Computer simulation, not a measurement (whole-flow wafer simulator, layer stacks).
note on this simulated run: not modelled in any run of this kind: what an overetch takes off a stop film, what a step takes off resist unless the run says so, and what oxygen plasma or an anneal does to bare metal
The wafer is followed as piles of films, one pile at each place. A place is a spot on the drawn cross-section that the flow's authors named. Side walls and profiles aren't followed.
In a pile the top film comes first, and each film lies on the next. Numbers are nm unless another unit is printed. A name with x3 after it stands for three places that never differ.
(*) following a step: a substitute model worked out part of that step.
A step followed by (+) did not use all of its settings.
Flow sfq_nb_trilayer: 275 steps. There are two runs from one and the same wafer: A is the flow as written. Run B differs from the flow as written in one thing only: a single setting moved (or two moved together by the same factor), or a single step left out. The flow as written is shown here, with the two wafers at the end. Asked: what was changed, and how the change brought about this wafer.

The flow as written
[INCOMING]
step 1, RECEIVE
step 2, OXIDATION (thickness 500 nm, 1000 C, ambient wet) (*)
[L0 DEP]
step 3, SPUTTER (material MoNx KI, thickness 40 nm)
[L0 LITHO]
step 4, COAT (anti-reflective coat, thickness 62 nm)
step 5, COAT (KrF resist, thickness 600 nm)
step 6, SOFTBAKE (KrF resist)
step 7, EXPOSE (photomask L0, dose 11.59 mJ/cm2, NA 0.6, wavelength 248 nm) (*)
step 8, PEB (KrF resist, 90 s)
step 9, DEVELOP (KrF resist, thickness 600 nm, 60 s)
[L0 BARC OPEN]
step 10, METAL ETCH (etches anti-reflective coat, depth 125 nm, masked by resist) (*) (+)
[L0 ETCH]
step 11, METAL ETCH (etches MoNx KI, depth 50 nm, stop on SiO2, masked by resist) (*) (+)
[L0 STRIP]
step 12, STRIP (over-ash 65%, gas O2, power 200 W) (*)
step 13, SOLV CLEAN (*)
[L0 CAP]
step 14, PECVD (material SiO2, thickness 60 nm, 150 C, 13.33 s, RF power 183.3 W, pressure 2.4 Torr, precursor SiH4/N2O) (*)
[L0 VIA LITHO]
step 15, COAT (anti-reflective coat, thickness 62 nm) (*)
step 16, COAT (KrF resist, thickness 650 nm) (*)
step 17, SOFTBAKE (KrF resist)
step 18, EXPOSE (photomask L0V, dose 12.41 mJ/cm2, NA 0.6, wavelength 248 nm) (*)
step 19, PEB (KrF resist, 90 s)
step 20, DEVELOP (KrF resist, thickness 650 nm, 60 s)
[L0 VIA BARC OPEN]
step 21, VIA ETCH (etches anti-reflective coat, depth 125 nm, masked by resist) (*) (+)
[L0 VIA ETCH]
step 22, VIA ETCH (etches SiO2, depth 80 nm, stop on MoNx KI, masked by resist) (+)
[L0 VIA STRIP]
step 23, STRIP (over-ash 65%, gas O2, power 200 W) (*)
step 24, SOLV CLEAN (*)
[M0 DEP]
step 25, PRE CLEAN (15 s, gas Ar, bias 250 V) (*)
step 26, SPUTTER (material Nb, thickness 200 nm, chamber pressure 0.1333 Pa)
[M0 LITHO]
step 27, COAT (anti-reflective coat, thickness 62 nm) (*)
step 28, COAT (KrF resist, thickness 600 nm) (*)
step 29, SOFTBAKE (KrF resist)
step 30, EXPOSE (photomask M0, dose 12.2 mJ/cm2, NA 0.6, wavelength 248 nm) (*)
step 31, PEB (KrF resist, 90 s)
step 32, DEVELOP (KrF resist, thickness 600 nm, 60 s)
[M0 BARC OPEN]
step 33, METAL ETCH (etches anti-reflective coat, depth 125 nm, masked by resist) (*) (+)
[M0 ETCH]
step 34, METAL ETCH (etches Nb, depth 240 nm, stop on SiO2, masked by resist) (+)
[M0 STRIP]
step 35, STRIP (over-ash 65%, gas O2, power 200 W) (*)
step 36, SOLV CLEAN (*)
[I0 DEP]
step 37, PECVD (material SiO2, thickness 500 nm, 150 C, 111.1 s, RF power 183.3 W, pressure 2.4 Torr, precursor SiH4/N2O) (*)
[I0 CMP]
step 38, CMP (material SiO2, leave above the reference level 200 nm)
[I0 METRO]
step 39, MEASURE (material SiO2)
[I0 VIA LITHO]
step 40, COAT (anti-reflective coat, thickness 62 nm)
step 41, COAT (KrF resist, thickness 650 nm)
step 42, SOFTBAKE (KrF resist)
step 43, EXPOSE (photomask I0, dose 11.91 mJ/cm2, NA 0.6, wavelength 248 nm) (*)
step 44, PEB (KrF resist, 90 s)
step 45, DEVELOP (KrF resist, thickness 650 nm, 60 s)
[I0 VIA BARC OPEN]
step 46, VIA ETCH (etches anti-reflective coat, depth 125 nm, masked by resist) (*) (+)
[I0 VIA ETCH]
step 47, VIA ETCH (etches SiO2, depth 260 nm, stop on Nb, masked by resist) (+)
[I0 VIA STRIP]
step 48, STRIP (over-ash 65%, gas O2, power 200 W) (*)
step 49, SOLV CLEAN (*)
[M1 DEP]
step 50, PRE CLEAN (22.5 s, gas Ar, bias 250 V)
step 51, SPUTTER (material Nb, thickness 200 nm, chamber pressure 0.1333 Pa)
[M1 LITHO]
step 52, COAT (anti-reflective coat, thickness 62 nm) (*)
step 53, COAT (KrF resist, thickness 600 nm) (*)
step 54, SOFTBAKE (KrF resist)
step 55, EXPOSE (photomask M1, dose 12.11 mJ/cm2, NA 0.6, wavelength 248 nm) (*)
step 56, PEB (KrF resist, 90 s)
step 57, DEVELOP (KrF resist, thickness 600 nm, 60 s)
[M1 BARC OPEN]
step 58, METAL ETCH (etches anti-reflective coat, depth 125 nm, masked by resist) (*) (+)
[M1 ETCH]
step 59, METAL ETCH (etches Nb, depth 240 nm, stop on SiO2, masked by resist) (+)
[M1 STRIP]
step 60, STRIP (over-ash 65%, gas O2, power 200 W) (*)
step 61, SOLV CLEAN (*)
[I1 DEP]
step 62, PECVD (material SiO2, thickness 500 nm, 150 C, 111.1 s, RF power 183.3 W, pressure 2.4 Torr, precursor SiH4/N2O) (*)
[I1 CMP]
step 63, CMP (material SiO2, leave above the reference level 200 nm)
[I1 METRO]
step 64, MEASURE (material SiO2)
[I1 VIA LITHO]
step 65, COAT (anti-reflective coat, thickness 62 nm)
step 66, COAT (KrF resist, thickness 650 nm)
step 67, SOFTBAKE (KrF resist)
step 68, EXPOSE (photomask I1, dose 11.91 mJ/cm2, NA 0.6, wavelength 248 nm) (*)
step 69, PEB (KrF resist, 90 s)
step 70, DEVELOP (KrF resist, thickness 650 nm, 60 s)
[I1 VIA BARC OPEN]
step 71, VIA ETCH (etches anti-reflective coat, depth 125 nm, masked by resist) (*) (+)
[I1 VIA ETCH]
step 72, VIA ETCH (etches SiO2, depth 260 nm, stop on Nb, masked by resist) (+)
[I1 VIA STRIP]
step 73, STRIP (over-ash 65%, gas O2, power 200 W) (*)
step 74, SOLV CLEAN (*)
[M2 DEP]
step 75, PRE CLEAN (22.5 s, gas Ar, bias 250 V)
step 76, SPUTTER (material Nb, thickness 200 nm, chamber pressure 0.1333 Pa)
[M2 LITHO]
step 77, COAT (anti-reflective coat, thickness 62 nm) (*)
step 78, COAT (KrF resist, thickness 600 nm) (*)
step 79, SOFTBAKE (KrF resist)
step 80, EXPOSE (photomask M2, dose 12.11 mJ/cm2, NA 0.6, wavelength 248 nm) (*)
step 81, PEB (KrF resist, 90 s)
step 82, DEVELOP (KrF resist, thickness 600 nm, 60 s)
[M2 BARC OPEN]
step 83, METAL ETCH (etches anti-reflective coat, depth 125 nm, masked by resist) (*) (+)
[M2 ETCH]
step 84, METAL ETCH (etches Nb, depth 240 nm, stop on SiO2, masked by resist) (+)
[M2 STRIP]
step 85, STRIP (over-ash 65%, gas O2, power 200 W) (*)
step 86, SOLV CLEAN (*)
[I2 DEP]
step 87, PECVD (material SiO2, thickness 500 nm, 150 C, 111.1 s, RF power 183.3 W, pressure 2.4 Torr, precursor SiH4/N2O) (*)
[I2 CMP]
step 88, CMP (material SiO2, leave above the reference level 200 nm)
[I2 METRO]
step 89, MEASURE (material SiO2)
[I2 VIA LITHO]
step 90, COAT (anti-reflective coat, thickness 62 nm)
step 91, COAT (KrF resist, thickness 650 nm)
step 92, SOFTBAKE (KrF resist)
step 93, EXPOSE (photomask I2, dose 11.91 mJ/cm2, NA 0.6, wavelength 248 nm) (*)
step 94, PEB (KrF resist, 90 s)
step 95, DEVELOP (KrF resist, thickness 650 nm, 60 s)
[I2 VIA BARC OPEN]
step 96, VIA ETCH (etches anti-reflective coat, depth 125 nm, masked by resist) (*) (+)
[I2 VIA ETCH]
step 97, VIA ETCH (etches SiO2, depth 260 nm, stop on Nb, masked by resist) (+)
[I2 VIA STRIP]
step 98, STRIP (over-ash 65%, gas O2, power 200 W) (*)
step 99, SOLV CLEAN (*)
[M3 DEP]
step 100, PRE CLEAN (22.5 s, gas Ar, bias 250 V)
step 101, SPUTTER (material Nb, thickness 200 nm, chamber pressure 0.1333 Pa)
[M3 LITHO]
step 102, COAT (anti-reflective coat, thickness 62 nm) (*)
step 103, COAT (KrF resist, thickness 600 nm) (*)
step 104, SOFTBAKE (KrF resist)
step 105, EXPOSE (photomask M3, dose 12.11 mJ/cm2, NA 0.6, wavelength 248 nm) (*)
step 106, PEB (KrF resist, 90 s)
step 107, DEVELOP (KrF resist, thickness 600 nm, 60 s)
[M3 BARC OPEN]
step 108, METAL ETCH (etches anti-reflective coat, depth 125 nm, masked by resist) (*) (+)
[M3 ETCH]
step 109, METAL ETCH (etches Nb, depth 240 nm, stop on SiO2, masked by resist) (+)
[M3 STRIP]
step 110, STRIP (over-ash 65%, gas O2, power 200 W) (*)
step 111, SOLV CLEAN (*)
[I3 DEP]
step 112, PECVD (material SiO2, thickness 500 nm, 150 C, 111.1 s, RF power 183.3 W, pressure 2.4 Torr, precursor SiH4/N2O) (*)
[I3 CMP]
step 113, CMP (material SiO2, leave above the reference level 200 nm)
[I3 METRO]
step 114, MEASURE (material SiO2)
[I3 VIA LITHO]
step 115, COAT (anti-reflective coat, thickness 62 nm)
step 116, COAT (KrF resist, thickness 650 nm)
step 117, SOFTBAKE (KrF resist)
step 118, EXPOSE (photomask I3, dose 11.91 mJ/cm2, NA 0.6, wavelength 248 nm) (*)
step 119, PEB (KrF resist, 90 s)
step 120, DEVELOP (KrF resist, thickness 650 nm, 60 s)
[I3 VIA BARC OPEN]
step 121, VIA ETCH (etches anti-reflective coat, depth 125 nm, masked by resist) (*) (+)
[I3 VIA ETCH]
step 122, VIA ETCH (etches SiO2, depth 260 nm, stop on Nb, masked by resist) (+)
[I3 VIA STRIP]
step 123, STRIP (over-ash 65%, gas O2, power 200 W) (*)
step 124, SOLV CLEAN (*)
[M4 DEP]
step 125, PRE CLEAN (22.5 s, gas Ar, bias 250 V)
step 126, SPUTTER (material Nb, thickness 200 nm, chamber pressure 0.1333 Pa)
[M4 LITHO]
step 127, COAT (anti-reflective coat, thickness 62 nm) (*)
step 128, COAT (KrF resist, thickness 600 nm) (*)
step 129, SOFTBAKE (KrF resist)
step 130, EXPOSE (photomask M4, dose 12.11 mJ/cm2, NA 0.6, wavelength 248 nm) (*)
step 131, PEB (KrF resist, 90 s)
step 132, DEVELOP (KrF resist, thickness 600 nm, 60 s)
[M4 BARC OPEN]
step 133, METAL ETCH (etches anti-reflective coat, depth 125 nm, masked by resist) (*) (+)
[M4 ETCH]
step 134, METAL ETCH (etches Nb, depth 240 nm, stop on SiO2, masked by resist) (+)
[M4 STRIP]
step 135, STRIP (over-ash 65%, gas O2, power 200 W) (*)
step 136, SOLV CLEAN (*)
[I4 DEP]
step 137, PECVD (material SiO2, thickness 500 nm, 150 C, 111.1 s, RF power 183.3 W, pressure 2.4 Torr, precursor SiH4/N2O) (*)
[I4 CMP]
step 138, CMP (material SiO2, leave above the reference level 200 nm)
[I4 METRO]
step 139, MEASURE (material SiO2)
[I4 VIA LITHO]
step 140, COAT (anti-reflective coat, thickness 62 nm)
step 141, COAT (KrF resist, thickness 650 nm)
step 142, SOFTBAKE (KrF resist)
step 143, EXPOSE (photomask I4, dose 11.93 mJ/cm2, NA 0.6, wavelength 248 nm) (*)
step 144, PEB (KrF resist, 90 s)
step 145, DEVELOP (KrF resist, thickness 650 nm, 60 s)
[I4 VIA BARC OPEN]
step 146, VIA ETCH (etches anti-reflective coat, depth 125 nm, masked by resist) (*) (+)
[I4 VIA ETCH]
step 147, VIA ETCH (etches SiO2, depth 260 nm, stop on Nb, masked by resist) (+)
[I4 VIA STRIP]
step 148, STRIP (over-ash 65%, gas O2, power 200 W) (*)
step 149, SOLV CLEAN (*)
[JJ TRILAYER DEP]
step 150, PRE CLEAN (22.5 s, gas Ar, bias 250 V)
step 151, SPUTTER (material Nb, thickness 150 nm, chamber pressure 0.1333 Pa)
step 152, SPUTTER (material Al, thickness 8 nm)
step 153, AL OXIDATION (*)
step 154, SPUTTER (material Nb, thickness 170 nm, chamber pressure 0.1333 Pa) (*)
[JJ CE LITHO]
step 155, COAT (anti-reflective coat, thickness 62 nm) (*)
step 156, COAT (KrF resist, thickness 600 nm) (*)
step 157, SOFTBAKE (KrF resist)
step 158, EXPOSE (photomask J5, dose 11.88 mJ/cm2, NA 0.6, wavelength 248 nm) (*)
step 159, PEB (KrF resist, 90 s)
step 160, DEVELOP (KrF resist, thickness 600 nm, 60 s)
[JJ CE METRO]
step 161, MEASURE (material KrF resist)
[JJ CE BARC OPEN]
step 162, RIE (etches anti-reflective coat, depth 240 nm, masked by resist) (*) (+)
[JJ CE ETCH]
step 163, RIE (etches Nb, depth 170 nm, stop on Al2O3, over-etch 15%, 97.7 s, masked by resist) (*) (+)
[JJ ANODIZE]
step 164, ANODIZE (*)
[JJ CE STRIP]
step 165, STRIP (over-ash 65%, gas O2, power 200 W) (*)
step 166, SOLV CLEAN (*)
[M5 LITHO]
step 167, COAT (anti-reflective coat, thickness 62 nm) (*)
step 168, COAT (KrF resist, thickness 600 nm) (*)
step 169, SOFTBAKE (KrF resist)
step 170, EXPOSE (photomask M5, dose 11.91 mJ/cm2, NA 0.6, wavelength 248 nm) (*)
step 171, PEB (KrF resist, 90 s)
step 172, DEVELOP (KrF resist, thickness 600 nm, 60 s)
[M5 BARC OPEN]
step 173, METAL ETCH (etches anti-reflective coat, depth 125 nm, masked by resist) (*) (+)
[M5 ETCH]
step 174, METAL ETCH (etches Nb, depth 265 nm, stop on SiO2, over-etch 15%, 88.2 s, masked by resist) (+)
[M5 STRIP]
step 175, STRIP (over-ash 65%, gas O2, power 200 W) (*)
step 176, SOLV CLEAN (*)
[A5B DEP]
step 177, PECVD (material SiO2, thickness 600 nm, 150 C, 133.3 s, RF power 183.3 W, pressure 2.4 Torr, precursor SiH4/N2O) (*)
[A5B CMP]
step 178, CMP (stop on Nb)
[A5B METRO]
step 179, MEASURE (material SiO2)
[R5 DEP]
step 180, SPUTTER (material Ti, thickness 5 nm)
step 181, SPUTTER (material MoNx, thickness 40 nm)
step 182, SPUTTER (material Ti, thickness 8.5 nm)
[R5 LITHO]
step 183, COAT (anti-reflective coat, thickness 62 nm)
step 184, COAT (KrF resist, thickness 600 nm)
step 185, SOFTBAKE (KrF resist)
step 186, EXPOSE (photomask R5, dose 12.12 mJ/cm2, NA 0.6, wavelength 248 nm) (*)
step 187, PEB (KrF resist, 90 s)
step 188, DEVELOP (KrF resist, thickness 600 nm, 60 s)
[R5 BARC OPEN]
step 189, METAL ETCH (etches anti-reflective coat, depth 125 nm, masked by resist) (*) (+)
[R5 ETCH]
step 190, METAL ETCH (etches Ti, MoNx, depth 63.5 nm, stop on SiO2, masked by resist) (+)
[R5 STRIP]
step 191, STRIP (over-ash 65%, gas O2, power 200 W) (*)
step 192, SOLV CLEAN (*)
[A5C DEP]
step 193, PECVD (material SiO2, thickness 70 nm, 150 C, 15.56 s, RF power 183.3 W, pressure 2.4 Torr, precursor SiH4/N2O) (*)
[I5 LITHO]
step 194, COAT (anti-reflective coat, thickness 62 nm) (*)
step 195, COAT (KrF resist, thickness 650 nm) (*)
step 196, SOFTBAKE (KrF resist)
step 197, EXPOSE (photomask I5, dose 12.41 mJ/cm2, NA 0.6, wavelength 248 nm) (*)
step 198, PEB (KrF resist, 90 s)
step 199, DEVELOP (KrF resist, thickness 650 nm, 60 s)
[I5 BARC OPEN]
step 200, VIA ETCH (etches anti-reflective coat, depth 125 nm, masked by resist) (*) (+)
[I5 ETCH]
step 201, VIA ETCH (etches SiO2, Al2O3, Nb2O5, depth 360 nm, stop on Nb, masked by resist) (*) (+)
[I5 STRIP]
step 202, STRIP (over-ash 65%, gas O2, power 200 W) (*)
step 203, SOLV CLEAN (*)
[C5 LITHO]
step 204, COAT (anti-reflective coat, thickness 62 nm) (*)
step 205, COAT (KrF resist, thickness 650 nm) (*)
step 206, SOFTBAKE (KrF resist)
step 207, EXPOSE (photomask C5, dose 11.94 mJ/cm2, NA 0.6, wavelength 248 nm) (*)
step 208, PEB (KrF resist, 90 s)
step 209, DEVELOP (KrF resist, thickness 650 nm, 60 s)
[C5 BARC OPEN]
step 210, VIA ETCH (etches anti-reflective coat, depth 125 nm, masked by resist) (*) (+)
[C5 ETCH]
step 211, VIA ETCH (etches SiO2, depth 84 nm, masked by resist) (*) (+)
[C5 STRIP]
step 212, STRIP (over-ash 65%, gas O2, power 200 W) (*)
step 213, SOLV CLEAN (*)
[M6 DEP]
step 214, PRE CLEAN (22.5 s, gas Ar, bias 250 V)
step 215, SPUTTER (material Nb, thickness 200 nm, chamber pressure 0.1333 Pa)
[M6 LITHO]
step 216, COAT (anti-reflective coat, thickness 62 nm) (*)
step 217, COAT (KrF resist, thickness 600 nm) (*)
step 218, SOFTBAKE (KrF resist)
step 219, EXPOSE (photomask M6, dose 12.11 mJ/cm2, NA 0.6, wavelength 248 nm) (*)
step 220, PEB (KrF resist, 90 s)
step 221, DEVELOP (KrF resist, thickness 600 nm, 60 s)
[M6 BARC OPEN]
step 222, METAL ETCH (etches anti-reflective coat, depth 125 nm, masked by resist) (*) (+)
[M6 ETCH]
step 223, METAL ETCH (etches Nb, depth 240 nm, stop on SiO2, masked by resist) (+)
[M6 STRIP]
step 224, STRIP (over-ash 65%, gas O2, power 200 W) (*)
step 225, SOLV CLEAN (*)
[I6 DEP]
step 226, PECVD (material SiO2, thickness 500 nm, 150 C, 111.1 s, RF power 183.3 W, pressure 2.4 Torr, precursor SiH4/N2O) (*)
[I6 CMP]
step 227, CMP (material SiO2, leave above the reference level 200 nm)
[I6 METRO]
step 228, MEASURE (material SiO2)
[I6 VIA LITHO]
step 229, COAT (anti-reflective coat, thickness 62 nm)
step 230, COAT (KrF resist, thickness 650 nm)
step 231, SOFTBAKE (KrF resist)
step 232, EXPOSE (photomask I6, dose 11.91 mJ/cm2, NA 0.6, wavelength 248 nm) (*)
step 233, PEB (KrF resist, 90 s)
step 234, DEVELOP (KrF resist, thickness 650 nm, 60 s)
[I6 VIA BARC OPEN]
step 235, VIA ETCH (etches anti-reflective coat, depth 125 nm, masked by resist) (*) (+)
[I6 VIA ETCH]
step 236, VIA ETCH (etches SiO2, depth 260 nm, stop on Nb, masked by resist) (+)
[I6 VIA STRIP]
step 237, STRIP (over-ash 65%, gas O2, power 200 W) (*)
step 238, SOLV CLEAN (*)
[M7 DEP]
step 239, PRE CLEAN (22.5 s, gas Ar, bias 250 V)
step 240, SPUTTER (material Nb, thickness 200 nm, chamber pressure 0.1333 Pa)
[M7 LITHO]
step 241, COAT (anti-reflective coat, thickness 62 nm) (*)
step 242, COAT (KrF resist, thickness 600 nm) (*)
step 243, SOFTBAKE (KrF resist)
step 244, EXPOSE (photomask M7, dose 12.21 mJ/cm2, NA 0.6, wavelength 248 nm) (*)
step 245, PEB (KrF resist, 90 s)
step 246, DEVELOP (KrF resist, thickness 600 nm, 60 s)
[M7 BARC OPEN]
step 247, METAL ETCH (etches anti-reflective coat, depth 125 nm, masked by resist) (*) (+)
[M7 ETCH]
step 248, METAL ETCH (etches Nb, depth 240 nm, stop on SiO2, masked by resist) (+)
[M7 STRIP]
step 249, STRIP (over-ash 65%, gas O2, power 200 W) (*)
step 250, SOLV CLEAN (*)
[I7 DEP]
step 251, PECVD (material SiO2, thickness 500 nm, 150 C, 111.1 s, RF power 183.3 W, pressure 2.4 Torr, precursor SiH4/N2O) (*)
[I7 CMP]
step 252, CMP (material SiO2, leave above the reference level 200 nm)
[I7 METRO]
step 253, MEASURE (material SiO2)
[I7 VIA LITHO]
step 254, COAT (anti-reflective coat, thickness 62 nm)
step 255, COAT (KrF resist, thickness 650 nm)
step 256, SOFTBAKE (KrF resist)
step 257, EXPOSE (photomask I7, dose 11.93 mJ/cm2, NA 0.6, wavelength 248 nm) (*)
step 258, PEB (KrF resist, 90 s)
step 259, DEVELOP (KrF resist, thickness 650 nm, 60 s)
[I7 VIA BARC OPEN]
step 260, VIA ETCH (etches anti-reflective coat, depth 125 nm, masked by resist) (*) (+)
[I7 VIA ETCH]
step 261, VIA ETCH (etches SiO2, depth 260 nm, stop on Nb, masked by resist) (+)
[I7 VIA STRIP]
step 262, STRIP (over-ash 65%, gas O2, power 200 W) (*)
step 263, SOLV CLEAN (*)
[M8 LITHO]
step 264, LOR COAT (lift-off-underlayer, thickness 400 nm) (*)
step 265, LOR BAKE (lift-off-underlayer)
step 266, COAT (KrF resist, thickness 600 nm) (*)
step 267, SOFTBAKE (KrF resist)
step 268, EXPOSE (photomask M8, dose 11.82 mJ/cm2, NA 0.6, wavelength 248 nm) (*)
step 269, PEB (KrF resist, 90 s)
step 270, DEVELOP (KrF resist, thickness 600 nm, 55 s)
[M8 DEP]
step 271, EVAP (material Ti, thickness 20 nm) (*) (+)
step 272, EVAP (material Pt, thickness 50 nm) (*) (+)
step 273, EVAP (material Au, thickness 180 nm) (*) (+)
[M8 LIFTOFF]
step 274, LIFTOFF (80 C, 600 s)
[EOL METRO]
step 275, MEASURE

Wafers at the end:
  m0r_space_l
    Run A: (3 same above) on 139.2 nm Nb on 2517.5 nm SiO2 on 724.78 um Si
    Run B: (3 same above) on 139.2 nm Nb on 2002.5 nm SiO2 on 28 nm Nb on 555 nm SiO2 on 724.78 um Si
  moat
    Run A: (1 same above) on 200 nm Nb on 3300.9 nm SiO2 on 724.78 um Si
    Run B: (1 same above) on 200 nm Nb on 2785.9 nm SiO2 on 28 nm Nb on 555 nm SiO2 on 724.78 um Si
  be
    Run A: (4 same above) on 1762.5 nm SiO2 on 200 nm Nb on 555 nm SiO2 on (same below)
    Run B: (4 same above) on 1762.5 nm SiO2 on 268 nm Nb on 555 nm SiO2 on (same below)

Cause: step 26, SPUTTER: thickness 268 nm was run, whereas the flow has thickness 200 nm.
One can read it off the wafer: be has Nb 268, and step 26 as written asks for 200 nm.

How this came from the change, step by step:
  step 26, SPUTTER (material Nb, thickness 200 nm, chamber pressure 0.1333 Pa)
      field_l, v_sur, via_wl and 102 more: A Nb gains 200 (new film) | B Nb gains 268 (new film)
      l0v: A Nb gains 195.7 (new film) | B Nb gains 263.9 (new film)
  step 34, METAL ETCH (etches Nb, depth 240 nm, stop on SiO2, masked by resist) (+)
      moat, m0r_space_l, m0r_space_r: A Nb loses 200 (all of it) | B Nb loses 240
  step 37, PECVD (material SiO2, thickness 500 nm, 150 C, 111.1 s, RF power 183.3 W, pressure 2.4 Torr, precursor SiH4/N2O) (*)
      moat, m0r_space_l, m0r_space_r: A SiO2 gains 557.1 | B SiO2 gains 597.1 (new film)
If metal films that touch count as one body, m0r_space_l has 2 bodies (between them, from the top down: SiO2 2002.5); the flow as written gives 1 body.
If metal films that touch count as one body, moat has 2 bodies (between them, from the top down: SiO2 2785.9); the flow as written gives 1 body.
